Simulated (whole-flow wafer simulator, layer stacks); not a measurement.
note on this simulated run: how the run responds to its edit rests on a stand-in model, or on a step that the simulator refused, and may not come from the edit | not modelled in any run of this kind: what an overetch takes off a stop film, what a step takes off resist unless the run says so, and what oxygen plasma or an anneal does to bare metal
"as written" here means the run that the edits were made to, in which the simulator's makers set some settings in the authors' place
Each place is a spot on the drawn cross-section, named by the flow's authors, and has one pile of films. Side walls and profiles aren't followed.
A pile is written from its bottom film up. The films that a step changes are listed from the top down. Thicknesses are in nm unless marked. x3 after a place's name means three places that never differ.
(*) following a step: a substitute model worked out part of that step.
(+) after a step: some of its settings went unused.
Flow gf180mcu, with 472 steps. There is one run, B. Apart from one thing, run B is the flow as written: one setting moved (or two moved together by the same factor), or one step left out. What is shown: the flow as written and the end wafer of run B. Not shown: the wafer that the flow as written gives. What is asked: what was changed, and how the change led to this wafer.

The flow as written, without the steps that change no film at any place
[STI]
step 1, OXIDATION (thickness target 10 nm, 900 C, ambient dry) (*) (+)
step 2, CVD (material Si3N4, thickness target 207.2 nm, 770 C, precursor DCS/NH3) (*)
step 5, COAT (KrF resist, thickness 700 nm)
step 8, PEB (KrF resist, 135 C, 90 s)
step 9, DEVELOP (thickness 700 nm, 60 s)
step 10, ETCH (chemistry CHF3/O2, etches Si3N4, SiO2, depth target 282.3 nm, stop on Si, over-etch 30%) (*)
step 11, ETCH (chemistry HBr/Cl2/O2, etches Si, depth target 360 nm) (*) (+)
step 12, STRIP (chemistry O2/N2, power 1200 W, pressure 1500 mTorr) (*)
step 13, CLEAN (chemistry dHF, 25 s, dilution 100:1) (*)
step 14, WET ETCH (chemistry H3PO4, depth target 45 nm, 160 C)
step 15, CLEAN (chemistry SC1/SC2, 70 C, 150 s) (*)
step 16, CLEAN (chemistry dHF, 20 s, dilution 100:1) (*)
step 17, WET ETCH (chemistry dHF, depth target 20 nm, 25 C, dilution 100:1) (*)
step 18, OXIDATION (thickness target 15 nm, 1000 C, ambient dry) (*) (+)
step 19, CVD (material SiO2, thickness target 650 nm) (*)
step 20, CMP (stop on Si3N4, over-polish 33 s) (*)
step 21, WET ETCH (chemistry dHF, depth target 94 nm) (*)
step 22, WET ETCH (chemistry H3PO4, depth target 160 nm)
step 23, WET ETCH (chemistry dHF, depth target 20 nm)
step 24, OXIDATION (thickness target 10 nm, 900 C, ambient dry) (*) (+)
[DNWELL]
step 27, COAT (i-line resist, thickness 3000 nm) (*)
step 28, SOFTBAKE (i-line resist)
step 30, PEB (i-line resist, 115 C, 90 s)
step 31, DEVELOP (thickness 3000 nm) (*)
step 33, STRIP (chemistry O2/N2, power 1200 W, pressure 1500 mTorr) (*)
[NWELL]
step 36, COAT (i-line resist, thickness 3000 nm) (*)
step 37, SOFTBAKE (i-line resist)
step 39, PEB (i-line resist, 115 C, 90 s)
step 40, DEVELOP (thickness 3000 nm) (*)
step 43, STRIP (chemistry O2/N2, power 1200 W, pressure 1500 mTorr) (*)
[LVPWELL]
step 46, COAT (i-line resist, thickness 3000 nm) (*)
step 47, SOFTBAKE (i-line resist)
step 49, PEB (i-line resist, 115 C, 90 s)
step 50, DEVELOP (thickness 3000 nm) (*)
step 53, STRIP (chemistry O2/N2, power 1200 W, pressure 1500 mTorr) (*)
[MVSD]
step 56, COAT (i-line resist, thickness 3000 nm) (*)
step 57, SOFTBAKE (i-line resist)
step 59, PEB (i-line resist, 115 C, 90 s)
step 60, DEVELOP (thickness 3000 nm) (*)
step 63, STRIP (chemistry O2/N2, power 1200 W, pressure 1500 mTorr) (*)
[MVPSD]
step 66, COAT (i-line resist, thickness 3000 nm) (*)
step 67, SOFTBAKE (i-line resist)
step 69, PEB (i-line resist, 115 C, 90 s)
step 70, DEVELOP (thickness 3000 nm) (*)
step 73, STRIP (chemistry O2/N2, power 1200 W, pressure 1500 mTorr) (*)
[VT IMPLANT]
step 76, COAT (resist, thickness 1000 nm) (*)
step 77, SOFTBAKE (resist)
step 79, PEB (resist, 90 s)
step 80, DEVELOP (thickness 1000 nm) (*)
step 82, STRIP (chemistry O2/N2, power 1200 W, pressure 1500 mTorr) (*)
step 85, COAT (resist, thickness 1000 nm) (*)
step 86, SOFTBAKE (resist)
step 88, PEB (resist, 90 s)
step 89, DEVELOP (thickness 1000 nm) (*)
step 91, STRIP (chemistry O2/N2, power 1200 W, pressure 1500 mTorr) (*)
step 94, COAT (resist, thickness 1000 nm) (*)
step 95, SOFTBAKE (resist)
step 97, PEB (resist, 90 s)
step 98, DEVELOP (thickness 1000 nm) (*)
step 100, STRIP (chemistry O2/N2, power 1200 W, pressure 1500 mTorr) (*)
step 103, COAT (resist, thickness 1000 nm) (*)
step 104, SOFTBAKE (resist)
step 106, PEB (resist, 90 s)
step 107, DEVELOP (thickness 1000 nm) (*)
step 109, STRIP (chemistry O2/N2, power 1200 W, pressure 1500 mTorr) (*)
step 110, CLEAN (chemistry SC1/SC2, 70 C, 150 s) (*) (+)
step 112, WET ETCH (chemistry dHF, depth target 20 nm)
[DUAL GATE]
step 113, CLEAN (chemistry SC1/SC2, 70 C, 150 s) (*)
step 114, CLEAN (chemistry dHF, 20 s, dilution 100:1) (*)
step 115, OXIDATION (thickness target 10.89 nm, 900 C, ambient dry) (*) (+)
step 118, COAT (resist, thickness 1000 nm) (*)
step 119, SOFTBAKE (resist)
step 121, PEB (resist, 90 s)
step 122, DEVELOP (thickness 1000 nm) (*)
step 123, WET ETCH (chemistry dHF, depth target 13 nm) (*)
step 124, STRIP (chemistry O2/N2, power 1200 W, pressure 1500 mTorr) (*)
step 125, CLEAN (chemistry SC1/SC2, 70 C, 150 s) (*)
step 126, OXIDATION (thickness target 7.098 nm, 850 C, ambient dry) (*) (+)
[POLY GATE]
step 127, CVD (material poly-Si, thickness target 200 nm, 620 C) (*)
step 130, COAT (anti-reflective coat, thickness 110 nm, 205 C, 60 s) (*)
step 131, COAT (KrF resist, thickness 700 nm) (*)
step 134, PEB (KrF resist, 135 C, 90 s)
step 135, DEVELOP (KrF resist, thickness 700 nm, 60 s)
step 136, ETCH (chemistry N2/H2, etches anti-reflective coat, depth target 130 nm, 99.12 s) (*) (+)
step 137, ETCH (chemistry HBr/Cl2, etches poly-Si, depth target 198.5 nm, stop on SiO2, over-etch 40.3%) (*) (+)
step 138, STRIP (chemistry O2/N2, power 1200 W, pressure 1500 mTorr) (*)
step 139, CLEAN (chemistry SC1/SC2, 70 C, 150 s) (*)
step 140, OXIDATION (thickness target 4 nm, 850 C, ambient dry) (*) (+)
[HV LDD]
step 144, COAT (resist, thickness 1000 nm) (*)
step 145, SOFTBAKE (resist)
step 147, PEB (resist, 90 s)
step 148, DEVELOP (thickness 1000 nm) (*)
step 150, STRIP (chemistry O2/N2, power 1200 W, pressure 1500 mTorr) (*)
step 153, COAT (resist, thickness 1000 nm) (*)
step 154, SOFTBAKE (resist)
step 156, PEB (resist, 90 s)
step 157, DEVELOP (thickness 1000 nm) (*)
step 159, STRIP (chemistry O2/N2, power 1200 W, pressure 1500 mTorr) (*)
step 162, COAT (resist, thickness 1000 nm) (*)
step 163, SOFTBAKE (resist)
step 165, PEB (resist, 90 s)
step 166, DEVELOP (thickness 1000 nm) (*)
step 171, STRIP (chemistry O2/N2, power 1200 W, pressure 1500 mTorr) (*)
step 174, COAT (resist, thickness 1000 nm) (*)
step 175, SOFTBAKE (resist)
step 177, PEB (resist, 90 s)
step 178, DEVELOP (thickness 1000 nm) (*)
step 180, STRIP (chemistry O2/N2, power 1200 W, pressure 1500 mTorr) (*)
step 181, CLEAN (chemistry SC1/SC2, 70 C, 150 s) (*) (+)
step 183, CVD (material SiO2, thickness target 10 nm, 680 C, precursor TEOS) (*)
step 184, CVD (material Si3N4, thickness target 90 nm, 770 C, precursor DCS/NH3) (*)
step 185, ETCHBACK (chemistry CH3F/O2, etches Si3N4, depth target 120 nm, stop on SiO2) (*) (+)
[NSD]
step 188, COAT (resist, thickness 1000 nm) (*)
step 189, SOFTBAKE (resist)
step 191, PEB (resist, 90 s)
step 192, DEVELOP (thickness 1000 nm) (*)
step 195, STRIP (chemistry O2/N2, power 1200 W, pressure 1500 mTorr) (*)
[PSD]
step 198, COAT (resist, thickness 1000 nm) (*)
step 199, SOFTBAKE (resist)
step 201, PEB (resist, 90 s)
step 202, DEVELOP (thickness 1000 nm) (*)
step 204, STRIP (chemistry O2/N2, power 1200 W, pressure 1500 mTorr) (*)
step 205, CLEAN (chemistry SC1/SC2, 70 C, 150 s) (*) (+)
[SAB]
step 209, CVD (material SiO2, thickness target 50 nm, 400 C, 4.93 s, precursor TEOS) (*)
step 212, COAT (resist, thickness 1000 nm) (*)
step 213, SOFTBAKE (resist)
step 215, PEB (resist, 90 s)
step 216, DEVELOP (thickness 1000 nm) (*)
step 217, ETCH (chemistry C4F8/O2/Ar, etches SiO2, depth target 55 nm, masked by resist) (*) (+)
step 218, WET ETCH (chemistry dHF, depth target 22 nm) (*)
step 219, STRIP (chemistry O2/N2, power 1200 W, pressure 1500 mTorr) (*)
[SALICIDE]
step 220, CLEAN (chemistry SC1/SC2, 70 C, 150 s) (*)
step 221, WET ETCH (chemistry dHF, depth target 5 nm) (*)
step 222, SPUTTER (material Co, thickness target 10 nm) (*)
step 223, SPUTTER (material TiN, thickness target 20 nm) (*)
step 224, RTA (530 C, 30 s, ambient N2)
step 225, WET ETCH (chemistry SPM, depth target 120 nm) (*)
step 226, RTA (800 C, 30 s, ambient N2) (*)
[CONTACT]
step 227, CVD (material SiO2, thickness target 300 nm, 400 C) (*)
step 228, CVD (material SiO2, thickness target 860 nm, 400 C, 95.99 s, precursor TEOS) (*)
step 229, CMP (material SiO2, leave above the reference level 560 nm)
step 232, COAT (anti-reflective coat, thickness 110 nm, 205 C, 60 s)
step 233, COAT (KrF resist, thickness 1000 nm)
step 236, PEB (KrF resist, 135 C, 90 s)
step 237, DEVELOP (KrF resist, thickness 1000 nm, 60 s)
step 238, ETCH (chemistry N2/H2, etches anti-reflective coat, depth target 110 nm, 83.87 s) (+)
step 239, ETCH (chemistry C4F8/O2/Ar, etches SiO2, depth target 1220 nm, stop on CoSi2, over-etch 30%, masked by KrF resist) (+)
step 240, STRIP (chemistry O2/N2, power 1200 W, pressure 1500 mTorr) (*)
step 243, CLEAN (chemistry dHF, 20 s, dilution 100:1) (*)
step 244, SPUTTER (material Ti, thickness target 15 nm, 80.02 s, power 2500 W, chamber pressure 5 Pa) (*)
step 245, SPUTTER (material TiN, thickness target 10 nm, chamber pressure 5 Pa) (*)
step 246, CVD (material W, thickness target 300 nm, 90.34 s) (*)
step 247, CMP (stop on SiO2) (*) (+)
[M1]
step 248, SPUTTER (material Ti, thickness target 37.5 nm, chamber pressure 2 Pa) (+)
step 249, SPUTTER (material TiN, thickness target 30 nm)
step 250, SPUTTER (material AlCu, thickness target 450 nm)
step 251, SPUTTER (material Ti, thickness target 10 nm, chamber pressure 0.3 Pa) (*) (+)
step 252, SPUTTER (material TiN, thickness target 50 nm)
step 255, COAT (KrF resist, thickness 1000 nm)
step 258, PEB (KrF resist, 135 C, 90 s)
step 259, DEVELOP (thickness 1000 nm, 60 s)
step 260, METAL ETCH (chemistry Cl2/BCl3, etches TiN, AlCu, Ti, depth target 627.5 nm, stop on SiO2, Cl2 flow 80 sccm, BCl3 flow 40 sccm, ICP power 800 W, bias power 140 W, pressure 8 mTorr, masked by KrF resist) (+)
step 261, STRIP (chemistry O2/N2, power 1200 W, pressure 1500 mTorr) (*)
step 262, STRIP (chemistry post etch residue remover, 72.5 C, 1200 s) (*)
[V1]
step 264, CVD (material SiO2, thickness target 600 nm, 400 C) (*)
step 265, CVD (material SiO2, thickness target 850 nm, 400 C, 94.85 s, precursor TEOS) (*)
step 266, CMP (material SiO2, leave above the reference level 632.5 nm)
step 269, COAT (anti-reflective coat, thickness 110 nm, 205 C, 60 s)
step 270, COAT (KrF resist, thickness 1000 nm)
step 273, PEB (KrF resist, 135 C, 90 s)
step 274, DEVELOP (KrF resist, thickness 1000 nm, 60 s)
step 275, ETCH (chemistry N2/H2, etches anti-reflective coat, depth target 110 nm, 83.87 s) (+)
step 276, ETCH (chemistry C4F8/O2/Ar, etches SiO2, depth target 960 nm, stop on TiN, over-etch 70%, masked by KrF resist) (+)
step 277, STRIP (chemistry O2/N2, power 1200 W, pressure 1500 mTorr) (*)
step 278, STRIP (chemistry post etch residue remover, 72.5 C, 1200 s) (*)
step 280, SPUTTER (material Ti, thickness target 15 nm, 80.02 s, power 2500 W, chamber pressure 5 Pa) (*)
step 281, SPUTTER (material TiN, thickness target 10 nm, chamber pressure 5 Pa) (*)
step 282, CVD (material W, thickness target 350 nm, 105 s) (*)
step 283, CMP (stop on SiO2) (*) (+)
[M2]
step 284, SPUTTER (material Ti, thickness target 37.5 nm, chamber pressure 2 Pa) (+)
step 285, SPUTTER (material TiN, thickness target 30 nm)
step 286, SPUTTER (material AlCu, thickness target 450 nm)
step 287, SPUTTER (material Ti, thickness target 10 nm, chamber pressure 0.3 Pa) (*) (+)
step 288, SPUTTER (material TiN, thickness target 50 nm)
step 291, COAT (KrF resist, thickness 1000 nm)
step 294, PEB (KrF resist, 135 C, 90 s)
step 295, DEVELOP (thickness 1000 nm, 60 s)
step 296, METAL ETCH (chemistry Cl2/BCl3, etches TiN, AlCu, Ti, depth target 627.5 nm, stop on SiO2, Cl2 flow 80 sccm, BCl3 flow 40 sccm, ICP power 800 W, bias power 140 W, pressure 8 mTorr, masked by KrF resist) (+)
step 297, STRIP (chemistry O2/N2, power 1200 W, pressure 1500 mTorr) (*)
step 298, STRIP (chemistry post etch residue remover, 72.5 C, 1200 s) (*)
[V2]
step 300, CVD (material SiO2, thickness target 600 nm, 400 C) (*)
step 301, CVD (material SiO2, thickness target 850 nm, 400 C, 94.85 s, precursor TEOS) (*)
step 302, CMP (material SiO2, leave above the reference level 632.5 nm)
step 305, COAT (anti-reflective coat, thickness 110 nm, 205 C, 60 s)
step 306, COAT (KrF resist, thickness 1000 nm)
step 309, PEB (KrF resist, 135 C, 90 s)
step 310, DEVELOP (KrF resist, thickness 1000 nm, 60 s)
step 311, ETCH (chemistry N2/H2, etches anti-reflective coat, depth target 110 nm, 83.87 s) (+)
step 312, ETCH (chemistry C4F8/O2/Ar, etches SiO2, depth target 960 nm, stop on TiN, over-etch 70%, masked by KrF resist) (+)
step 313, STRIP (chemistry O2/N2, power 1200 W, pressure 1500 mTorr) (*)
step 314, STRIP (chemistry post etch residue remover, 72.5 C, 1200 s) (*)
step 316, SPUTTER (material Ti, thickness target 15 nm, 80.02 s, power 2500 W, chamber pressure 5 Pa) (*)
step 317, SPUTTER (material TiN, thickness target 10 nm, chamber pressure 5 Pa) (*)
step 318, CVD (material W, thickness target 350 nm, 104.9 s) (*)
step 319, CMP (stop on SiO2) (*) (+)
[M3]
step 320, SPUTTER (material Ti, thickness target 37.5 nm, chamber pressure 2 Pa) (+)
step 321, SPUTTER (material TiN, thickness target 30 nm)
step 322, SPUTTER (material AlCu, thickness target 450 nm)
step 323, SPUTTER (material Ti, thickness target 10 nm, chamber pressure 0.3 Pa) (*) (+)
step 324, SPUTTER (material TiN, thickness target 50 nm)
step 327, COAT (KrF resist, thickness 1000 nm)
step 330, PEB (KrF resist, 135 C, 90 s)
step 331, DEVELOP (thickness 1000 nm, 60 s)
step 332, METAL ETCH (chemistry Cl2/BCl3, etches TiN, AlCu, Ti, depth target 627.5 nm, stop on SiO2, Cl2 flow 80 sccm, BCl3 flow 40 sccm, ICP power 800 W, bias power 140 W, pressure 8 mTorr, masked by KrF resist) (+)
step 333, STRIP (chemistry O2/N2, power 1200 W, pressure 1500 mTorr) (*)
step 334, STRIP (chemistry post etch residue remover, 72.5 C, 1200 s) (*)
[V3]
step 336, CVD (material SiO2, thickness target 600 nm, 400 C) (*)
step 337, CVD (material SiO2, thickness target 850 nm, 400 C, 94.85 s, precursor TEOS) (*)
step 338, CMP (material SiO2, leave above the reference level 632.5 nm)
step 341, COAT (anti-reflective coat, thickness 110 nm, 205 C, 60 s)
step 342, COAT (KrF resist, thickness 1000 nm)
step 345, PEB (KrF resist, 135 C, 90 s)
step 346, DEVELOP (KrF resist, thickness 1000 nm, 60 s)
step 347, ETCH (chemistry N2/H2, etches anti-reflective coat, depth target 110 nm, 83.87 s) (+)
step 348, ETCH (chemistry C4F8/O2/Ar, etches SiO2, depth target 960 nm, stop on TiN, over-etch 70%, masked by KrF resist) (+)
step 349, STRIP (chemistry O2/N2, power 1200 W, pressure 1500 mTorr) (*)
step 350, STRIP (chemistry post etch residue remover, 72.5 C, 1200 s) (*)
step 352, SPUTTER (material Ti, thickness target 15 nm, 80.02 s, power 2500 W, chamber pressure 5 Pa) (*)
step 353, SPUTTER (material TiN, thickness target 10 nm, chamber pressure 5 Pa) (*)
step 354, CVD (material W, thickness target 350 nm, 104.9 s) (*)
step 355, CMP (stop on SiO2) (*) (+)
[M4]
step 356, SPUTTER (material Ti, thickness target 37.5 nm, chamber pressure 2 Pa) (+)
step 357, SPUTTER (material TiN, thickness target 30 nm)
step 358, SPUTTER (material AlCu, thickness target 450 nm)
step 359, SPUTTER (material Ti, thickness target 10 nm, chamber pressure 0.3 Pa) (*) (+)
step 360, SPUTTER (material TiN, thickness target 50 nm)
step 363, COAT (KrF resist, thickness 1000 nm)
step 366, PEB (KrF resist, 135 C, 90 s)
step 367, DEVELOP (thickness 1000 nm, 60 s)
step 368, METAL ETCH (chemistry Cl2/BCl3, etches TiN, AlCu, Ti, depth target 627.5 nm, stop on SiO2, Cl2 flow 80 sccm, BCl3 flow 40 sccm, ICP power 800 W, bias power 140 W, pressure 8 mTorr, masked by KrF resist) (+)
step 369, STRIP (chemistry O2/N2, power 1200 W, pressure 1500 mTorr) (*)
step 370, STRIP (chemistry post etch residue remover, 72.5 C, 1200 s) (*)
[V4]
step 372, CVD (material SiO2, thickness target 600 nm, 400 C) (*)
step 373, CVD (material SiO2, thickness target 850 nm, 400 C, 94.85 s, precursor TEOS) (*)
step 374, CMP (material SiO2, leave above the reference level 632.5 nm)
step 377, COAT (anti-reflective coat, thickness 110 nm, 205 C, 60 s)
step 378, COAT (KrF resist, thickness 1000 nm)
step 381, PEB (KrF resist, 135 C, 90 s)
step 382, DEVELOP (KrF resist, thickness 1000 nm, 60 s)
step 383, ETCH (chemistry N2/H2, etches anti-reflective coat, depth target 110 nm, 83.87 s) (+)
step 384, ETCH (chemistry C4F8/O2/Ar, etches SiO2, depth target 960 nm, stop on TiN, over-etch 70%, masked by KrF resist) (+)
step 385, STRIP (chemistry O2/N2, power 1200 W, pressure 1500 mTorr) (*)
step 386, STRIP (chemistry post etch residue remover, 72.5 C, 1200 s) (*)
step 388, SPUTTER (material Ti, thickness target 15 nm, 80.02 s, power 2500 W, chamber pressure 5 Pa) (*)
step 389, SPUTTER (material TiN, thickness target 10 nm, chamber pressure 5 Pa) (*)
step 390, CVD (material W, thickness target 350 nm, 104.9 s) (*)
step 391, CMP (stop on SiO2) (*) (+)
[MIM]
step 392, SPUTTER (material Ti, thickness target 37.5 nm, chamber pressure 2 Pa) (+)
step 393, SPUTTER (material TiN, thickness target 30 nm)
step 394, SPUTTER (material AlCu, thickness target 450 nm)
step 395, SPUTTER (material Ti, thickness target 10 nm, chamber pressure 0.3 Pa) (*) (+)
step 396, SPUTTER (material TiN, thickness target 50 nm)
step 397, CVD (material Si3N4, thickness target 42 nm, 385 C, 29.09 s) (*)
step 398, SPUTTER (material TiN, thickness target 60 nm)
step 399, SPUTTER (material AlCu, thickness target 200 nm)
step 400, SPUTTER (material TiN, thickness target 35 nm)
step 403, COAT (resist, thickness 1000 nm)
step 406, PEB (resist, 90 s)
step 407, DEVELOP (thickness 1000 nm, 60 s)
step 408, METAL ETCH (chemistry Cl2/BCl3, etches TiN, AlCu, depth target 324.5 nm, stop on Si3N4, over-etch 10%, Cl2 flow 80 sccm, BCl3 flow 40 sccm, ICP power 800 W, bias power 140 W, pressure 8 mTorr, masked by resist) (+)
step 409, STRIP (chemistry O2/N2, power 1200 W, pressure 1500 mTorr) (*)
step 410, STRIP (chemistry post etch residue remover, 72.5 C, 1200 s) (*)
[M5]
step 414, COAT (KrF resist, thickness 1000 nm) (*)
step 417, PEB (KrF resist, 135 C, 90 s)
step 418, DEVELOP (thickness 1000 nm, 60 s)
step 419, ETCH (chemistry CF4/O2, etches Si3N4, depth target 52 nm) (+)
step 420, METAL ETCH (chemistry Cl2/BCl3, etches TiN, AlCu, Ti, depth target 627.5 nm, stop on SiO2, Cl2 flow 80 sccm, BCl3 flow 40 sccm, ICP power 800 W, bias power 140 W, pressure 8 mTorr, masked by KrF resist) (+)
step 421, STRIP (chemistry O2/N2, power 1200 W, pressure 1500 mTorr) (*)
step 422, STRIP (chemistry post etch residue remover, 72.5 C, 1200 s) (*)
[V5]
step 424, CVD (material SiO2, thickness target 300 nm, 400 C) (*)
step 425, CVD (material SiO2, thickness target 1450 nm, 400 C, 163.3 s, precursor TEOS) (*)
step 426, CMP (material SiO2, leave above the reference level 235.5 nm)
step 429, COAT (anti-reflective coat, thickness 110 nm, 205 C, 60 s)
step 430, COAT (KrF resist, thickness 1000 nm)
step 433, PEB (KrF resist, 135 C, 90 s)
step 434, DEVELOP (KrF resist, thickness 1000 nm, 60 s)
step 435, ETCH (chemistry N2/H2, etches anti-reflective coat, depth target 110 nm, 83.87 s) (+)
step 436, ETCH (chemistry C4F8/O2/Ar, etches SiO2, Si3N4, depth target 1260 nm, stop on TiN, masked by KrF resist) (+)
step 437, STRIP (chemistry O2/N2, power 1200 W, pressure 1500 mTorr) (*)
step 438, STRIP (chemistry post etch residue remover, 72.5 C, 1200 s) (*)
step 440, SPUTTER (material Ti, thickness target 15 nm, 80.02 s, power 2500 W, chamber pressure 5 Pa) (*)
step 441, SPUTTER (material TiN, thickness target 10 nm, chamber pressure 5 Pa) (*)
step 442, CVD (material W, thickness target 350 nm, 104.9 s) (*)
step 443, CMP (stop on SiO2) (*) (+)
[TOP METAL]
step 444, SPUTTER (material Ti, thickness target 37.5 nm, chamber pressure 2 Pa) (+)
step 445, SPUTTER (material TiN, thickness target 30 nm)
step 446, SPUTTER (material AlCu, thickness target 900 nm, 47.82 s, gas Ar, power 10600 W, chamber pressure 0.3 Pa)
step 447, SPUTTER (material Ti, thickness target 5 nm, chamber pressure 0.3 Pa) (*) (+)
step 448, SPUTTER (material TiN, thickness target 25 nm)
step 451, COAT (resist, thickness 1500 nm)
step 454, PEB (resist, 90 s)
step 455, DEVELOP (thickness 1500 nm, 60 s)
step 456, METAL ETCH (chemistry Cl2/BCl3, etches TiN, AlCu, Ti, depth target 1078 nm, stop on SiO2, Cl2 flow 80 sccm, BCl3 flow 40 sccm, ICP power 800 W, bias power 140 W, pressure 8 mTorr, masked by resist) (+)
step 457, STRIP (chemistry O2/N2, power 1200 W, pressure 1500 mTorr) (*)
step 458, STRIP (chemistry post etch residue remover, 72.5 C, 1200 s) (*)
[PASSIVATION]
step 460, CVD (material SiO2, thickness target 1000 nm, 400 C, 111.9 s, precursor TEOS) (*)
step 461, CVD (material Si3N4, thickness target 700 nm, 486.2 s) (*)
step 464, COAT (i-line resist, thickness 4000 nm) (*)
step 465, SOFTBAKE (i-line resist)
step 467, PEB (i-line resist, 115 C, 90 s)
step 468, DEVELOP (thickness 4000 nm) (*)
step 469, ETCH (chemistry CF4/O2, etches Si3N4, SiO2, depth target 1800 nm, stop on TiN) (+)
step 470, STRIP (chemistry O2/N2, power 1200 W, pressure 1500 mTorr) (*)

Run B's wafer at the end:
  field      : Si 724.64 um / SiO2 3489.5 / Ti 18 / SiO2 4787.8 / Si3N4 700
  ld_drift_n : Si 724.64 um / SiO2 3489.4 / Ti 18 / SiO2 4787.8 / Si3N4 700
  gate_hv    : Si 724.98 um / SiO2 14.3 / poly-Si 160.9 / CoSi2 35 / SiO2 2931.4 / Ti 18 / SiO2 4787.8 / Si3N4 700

Cause: step 322, SPUTTER: thickness target 518 nm was run, though the flow has thickness target 450 nm.

How this came from the change, step by step:
  step 322, SPUTTER (material AlCu, thickness target 450 nm)
      field, field__w1, field__w2 and 108 more: +518 AlCu (new film) (it would be, as written: +450 AlCu (new film))
  step 332, METAL ETCH (chemistry Cl2/BCl3, etches TiN, AlCu, Ti, depth target 627.5 nm, stop on SiO2, Cl2 flow 80 sccm, BCl3 flow 40 sccm, ICP power 800 W, bias power 140 W, pressure 8 mTorr, masked by KrF resist) (+)
      field, field__w1, field__w2 and 103 more: -50 TiN (all of it), -10 Ti (all of it), -518 AlCu (all of it), -30 TiN (all of it), -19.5 Ti (it would be, as written: -50 TiN (all of it), -10 Ti (all of it), -450 AlCu (all of it), -30 TiN (all of it), -37.5 Ti (all of it))
  step 336, CVD (material SiO2, thickness target 600 nm, 400 C) (*)
      field, field__w1, field__w2 and 103 more: +600 SiO2 (new film) (it would be, as written: +600 SiO2)
  step 338, CMP (material SiO2, leave above the reference level 632.5 nm)
      field, field__w1, field__w2 and 103 more: -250 SiO2 (it would be, as written: -300 SiO2)
If metal films that touch count as one body, field has 1 body; the flow as written gives 0 bodies.
If metal films that touch count as one body, ld_drift_n has 1 body; the flow as written gives 0 bodies.
If metal films that touch count as one body, gate_hv has 2 bodies (between them, from the top down: SiO2 2931.4); the flow as written gives 1 body.
